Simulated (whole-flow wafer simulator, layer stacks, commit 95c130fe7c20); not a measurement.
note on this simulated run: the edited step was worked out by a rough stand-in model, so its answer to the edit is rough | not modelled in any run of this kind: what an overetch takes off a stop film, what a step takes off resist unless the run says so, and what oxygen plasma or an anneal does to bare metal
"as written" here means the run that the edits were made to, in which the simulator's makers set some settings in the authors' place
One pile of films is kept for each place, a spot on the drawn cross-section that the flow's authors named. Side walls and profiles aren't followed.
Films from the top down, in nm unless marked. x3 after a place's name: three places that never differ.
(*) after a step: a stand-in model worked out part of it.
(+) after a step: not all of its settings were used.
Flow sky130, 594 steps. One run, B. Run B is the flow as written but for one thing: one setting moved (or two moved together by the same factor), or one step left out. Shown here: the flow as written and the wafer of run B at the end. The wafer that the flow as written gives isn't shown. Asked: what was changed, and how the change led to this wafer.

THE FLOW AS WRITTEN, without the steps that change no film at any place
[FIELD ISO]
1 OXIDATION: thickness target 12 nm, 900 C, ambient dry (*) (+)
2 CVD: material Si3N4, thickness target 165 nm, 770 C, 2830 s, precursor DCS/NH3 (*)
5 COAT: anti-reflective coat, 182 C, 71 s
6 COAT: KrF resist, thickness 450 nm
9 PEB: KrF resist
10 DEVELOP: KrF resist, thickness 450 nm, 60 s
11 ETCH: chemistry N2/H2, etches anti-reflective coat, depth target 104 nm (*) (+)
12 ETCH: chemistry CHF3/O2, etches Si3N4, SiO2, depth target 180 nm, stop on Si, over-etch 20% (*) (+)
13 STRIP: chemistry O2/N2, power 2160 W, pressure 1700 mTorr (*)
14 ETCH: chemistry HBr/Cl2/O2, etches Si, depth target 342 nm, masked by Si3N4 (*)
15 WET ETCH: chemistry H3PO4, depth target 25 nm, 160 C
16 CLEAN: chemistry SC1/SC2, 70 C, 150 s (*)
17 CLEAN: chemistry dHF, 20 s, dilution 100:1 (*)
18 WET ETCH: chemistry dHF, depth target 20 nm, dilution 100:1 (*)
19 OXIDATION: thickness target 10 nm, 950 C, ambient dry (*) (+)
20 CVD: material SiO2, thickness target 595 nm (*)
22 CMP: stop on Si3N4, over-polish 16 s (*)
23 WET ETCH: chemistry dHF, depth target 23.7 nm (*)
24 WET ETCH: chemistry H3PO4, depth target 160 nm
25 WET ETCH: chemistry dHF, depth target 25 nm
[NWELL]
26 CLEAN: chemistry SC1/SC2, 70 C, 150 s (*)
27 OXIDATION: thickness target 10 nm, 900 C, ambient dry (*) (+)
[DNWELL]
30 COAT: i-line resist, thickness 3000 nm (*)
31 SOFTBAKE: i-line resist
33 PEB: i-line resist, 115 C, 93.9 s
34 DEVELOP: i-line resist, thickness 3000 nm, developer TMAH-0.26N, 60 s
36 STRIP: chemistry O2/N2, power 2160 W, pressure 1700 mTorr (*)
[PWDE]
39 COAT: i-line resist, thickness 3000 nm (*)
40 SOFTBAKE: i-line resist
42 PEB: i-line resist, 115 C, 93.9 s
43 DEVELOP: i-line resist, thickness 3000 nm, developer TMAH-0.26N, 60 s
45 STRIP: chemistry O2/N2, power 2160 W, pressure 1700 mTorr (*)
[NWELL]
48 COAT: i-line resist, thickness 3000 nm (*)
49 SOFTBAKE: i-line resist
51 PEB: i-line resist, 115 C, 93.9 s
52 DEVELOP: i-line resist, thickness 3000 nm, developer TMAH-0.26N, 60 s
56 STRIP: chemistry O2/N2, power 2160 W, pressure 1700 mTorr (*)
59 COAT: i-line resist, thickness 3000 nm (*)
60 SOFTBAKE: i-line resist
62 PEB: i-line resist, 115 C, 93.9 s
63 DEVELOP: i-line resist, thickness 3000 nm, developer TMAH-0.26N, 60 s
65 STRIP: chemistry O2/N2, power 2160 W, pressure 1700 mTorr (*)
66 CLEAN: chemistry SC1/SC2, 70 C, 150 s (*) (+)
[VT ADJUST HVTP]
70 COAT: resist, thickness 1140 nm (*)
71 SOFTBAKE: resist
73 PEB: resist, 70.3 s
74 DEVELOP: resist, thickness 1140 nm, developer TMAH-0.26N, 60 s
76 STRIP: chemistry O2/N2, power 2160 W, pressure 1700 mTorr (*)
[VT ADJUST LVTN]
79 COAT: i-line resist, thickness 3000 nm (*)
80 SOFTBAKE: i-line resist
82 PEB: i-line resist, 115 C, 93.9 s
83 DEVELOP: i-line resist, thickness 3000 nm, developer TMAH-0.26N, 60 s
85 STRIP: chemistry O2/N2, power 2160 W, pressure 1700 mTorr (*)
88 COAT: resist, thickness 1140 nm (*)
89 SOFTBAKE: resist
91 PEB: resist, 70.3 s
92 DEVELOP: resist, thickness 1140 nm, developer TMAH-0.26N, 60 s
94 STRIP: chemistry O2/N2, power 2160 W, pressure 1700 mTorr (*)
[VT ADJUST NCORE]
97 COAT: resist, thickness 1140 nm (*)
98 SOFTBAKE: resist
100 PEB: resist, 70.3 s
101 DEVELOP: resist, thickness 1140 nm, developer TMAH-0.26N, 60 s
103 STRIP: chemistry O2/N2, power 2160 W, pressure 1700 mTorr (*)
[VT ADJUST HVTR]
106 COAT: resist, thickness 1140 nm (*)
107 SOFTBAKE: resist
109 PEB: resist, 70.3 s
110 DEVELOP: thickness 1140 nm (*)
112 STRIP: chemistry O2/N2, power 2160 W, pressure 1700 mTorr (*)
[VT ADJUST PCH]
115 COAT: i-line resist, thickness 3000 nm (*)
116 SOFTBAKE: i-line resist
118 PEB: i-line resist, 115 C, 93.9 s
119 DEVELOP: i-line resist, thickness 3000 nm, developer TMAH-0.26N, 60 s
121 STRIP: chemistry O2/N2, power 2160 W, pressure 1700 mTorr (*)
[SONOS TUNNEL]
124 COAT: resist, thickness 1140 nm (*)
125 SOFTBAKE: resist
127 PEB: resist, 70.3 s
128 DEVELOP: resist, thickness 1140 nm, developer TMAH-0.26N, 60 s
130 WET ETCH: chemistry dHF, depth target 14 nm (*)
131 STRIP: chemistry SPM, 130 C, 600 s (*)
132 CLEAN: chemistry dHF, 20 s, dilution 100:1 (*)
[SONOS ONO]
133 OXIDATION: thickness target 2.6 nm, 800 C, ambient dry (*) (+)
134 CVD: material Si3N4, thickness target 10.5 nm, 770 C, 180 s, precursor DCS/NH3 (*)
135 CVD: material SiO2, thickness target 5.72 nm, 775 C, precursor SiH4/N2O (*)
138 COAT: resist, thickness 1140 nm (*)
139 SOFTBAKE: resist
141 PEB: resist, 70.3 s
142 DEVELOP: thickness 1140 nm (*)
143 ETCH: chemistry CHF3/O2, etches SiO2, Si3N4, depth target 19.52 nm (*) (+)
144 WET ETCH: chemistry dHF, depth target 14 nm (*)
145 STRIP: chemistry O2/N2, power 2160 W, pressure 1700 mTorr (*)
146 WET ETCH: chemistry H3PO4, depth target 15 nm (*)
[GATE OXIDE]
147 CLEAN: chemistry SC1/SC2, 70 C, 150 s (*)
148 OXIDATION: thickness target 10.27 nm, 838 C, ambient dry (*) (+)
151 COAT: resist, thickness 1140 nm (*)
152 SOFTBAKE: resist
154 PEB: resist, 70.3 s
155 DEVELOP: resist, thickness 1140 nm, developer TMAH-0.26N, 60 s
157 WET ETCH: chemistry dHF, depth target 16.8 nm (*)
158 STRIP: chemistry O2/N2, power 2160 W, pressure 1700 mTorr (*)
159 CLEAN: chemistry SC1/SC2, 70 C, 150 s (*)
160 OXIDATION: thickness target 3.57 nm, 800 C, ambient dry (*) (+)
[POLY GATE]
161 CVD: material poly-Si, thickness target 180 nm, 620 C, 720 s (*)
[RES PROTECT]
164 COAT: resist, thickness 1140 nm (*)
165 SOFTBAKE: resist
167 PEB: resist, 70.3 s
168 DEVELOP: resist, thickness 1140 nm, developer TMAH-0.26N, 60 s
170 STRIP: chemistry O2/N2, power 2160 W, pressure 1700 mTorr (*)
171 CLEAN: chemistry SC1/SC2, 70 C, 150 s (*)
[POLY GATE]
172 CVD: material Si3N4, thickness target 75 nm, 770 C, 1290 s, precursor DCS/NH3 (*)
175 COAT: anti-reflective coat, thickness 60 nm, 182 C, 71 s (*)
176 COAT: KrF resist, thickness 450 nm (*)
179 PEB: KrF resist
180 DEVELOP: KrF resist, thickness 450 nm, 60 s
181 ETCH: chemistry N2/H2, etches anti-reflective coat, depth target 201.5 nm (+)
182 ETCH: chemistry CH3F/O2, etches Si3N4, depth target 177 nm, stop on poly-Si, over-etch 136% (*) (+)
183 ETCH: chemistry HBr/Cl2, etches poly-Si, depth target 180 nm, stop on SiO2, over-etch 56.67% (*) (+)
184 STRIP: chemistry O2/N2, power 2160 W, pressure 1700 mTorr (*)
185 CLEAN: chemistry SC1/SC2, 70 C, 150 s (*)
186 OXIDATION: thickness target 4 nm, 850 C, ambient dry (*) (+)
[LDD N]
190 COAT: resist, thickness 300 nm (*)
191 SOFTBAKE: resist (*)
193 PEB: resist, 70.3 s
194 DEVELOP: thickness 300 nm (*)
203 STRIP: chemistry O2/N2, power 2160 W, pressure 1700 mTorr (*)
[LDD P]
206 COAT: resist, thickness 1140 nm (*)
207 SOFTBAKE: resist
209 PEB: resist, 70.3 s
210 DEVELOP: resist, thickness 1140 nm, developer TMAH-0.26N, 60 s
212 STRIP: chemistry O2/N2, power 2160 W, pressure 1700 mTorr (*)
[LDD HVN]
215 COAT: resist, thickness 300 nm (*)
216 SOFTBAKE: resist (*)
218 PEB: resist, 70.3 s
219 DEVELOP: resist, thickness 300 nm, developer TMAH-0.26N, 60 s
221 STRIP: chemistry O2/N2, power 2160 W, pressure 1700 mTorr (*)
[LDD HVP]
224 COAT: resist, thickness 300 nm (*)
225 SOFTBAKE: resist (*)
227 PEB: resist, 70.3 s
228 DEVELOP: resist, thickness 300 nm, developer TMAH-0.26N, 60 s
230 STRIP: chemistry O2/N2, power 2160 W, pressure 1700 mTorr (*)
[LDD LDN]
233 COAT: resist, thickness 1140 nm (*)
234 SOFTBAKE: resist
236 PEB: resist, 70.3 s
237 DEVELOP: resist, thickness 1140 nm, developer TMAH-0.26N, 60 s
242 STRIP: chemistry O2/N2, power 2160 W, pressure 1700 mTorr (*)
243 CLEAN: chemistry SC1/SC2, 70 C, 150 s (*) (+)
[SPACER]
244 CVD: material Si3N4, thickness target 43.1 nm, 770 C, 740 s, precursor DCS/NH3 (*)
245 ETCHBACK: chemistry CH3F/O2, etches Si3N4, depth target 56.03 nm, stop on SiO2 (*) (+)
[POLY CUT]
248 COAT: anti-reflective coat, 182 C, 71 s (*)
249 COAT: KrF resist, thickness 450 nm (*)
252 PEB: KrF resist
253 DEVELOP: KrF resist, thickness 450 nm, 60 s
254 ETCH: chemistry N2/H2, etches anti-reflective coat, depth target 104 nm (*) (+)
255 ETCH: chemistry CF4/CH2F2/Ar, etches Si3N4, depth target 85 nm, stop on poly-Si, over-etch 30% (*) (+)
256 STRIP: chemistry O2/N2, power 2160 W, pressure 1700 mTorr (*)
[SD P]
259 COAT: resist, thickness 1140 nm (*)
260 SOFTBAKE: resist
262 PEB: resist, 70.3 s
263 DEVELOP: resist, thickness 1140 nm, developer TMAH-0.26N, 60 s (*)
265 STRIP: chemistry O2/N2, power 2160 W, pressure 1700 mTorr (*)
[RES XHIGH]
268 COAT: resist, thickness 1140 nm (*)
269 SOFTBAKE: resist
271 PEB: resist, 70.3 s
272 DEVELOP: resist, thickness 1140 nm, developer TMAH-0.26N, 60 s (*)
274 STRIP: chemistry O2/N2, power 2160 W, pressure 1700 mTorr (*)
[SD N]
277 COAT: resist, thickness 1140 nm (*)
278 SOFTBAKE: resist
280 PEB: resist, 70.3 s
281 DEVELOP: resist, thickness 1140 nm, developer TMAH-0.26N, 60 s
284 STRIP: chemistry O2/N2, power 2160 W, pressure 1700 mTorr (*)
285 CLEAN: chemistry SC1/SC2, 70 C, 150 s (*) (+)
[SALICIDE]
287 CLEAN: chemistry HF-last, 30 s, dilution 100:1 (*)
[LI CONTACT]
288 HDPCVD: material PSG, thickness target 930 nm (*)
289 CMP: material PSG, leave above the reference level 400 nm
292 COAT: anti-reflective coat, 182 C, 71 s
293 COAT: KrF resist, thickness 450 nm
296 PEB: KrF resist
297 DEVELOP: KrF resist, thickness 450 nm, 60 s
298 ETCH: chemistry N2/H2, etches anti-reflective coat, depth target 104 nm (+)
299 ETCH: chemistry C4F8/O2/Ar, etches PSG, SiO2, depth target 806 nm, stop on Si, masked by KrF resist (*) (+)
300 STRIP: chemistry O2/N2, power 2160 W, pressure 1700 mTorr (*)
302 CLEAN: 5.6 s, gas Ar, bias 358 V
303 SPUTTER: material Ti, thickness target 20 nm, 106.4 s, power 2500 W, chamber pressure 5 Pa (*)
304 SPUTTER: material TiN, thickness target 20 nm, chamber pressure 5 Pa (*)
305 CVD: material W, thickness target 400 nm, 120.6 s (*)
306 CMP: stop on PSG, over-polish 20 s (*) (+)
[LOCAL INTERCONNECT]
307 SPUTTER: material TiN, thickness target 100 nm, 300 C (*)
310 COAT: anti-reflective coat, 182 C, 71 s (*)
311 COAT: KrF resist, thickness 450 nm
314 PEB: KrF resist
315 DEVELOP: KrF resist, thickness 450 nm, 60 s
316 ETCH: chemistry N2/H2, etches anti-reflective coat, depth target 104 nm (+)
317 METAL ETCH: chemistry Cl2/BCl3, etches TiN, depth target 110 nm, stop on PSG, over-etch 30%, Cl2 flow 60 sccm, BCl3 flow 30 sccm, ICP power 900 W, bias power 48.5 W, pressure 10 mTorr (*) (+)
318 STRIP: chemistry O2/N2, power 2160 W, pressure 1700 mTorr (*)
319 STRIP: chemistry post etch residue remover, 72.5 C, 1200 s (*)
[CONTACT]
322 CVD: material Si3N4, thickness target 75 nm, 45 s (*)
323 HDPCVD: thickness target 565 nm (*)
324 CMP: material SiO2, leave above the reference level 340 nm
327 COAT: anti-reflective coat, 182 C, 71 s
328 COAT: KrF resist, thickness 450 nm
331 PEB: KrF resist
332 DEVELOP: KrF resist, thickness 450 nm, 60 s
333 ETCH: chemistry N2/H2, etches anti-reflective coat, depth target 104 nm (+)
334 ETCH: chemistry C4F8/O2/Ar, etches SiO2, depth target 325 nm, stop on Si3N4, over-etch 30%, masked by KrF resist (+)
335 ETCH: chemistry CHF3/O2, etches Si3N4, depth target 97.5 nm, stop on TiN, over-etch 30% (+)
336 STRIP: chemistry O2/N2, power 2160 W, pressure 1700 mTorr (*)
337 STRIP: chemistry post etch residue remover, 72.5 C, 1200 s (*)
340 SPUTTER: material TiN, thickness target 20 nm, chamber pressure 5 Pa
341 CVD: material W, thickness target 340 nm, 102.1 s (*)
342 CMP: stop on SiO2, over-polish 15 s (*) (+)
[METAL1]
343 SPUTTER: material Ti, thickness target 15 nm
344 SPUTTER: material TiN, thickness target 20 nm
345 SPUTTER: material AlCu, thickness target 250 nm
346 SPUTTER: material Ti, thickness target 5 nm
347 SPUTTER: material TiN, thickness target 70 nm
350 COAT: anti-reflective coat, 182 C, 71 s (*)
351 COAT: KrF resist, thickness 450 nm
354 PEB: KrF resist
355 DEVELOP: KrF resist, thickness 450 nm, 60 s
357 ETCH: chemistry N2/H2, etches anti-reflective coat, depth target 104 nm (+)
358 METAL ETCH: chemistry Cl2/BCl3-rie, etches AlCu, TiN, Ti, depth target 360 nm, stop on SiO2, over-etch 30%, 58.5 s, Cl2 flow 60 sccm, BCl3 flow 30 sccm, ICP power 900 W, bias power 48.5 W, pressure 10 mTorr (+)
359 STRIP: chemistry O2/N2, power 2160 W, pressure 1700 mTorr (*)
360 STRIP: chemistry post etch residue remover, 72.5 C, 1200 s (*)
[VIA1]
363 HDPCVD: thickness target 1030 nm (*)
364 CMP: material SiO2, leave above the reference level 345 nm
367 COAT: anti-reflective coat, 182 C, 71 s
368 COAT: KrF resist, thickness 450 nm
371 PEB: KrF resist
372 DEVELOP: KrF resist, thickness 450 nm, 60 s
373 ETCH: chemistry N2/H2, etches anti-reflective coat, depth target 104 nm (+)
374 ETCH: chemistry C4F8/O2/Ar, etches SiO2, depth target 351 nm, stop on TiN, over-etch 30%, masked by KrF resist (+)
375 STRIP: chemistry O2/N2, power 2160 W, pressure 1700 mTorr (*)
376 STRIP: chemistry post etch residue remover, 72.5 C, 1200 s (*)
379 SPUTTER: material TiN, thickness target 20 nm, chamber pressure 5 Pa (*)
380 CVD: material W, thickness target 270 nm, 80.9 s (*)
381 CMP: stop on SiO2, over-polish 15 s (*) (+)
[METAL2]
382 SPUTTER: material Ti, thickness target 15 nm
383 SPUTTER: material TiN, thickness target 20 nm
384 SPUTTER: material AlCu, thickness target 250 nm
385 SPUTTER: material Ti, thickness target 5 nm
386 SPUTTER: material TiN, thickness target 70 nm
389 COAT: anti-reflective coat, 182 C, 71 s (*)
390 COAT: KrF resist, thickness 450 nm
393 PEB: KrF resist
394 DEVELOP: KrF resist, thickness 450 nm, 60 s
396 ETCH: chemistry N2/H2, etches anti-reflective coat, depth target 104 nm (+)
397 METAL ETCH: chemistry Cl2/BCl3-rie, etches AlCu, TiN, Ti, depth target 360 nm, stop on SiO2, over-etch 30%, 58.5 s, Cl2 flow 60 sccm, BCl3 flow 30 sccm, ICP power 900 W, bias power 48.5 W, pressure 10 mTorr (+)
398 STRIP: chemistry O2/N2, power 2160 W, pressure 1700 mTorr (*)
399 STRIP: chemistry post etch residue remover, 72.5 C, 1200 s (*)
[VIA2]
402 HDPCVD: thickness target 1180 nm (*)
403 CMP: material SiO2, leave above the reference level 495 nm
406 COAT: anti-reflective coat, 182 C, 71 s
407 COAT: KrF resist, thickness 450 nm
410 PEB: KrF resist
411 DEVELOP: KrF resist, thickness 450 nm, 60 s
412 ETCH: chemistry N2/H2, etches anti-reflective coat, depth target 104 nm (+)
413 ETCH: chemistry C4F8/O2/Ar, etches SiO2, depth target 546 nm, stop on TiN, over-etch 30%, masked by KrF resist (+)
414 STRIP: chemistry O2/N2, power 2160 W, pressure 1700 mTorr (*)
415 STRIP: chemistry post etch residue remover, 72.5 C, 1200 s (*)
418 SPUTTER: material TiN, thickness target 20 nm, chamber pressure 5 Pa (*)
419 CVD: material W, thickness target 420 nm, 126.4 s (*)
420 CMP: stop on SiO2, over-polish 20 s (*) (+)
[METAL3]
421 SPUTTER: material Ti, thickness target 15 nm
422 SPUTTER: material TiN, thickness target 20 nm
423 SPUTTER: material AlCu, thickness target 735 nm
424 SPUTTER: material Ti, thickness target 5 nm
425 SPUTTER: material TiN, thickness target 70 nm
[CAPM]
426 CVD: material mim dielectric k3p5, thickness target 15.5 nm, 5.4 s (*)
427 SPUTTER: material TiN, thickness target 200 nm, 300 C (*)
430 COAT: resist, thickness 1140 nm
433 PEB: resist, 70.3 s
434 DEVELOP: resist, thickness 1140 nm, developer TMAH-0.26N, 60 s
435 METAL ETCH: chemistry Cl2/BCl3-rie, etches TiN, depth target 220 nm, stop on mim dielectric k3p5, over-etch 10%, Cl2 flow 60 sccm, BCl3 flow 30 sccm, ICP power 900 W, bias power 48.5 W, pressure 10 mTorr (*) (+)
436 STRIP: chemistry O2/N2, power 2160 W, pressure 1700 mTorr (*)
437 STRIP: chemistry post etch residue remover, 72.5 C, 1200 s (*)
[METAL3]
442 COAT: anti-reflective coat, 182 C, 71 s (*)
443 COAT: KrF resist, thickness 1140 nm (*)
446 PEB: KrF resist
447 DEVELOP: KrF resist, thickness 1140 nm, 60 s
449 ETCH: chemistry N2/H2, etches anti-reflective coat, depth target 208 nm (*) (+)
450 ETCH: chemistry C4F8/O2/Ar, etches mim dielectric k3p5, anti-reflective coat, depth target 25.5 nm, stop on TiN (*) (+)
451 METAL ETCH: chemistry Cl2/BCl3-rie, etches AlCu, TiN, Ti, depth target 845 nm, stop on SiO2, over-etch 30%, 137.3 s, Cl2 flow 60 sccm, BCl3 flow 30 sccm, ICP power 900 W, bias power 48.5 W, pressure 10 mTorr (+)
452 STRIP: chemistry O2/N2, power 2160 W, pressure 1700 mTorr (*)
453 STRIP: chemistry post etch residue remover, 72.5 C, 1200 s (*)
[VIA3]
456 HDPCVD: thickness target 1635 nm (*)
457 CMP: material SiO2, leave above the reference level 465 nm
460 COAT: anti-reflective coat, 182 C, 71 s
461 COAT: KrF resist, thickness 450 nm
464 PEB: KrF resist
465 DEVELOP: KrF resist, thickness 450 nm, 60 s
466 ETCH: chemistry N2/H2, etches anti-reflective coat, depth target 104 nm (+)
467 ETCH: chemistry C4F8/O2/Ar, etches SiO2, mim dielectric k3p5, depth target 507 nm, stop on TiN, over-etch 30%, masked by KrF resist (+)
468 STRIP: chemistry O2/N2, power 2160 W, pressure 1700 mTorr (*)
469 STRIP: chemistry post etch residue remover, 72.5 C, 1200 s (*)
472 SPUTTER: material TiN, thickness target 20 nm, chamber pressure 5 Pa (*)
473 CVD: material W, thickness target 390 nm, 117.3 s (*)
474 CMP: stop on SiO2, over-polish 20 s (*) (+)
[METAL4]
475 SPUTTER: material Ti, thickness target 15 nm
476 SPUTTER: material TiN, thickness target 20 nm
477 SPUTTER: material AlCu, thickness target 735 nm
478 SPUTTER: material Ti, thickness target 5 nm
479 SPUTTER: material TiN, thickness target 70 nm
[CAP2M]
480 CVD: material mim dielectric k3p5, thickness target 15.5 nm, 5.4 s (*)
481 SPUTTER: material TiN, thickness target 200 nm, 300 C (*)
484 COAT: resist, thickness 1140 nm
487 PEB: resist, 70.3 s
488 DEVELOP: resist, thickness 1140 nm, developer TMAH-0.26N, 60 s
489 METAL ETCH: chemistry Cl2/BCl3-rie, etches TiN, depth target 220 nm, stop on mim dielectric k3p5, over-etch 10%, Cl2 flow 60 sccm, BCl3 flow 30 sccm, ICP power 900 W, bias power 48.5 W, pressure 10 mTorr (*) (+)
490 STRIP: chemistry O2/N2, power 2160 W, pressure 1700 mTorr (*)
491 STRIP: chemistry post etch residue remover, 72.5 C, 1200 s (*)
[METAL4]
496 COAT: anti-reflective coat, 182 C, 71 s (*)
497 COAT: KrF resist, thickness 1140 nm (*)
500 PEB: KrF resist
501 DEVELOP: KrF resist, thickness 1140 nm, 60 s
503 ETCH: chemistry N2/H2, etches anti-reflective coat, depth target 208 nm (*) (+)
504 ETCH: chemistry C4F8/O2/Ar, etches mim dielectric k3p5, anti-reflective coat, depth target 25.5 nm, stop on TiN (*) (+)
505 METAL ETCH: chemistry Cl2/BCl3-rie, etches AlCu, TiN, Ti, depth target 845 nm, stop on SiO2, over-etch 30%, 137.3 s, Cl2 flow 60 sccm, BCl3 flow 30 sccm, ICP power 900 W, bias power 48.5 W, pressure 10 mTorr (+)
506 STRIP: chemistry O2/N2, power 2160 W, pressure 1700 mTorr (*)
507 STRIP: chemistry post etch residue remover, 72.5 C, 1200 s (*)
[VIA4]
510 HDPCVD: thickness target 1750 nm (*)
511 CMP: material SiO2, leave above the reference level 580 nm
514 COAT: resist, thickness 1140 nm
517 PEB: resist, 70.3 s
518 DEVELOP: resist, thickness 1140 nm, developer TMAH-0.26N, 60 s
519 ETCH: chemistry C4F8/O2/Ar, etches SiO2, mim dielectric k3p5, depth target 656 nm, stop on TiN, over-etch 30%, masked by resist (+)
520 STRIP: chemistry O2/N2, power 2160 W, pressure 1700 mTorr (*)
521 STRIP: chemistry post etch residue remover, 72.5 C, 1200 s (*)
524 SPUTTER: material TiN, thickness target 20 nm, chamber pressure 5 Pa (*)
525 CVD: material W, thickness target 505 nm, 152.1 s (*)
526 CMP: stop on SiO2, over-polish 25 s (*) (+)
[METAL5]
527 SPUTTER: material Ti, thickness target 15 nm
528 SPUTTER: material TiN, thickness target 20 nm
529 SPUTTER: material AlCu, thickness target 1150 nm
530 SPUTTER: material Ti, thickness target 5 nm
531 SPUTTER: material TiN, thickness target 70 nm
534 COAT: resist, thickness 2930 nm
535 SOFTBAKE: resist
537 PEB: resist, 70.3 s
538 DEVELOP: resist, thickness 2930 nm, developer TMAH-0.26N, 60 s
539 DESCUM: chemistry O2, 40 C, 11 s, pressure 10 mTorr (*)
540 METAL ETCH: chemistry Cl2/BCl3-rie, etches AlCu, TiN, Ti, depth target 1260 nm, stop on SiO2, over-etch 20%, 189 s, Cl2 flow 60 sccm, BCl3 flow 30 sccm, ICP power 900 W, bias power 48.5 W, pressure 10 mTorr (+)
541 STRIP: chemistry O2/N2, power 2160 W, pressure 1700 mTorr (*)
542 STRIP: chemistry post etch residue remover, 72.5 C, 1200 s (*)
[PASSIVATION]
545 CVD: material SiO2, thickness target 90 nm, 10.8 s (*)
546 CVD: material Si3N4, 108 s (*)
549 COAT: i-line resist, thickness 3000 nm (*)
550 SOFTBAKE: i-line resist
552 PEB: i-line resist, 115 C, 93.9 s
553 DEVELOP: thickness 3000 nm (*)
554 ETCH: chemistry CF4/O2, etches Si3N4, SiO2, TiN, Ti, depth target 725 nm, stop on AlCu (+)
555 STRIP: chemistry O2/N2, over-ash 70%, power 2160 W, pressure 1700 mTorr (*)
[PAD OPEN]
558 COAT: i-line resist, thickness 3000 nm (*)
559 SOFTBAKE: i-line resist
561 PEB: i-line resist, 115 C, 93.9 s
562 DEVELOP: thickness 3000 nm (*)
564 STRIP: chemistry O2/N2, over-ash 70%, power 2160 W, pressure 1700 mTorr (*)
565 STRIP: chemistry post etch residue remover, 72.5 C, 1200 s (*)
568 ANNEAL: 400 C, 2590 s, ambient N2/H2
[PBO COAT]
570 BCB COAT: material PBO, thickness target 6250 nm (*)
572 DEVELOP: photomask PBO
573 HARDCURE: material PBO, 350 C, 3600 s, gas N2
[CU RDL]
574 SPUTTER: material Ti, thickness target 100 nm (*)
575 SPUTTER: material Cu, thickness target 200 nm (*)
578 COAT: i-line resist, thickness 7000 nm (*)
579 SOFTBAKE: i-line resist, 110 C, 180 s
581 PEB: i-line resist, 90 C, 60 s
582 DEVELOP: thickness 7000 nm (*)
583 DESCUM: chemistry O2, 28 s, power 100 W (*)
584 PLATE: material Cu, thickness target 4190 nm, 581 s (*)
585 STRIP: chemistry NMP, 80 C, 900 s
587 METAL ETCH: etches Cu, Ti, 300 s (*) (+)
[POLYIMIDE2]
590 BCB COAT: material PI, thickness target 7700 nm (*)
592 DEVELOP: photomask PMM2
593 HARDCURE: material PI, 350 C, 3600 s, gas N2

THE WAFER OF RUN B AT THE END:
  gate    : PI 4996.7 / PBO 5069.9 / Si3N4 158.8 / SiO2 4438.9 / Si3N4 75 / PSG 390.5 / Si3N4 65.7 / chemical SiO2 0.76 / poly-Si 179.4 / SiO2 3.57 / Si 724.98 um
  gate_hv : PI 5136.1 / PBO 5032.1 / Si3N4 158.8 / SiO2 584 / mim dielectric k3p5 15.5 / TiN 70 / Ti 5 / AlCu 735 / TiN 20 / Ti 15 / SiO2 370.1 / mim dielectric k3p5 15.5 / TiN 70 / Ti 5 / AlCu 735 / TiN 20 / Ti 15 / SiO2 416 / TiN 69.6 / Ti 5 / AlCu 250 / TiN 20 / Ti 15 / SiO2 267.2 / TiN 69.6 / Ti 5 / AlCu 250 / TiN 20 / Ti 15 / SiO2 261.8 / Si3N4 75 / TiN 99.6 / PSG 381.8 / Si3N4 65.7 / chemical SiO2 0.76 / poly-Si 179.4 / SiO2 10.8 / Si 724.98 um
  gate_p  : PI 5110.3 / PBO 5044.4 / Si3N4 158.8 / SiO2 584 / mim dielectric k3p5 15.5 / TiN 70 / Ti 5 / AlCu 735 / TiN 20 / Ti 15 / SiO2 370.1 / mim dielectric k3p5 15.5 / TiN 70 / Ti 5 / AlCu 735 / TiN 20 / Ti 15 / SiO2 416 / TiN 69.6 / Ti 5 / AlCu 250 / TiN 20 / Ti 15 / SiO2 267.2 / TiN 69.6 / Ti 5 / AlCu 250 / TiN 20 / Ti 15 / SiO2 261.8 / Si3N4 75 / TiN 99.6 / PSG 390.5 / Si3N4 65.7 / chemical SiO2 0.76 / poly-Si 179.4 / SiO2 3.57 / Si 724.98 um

The cause: step 244, CVD: thickness target 47.8 nm was run, where the flow has thickness target 43.1 nm; step 244, CVD: 821 s was run, where the flow has 740 s.

How the change led to this, step by step:
  244 CVD: material Si3N4, thickness target 43.1 nm, 770 C, 740 s, precursor DCS/NH3 (*)
      field, active, p_well and 101 more: Si3N4 +47.8 (new film) (as written it would be: Si3N4 +43.1 (new film))
      n_well, gate, gate_hv and 74 more: Si3N4 +47.8 (as written it would be: Si3N4 +43.1)
  245 ETCHBACK: chemistry CH3F/O2, etches Si3N4, depth target 56.03 nm, stop on SiO2 (*) (+)
      field, active, p_well and 101 more: Si3N4 -47.8 (all of it), SiO2 -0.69 (as written it would be: Si3N4 -43.1 (all of it), SiO2 -1.08)
  248 COAT: anti-reflective coat, 182 C, 71 s (*)
      m1: anti-reflective coat +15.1 (new film) (as written it would be: anti-reflective coat +16.3 (new film))
      mim: anti-reflective coat +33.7 (new film) (as written it would be: anti-reflective coat +35.2 (new film))
      (and at 31 more places)
  254 ETCH: chemistry N2/H2, etches anti-reflective coat, depth target 104 nm (*) (+)
      rxpo_ln: anti-reflective coat -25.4 (all of it), Si3N4 -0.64 (as written it would be: anti-reflective coat -23.9 (all of it), Si3N4 -0.66)
  255 ETCH: chemistry CF4/CH2F2/Ar, etches Si3N4, depth target 85 nm, stop on poly-Si, over-etch 30% (*) (+)
      field, active, n_well and 180 more: KrF resist -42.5 (as written it would be: KrF resist -40.7)
      rpo_wd, rxpo_wd: Si3N4 -66.3 (all of it), chemical SiO2 -0.75 (all of it) (as written it would be: Si3N4 -61.6 (all of it), chemical SiO2 -0.75 (all of it))
      (and at 5 more places)
  256 STRIP: chemistry O2/N2, power 2160 W, pressure 1700 mTorr (*)
      n_well: KrF resist -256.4 (all of it), anti-reflective coat -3 (all of it) (as written it would be: KrF resist -262 (all of it), anti-reflective coat -3 (all of it))
      m1: KrF resist -284.4 (all of it), anti-reflective coat -15.1 (all of it) (as written it would be: KrF resist -287.2 (all of it), anti-reflective coat -16.3 (all of it))
      (and at 33 more places)
  260 SOFTBAKE: resist
      field_nw: resist +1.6 (as written it would be: resist +0.42)
  269 SOFTBAKE: resist
      field_nw: resist +1.6 (as written it would be: resist +0.42)
  278 SOFTBAKE: resist
      field_nw: resist +1.6 (as written it would be: resist +0.42)
  306 CMP: stop on PSG, over-polish 20 s (*) (+)
      poly_licon: W -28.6 (as written it would be: W -33.3)
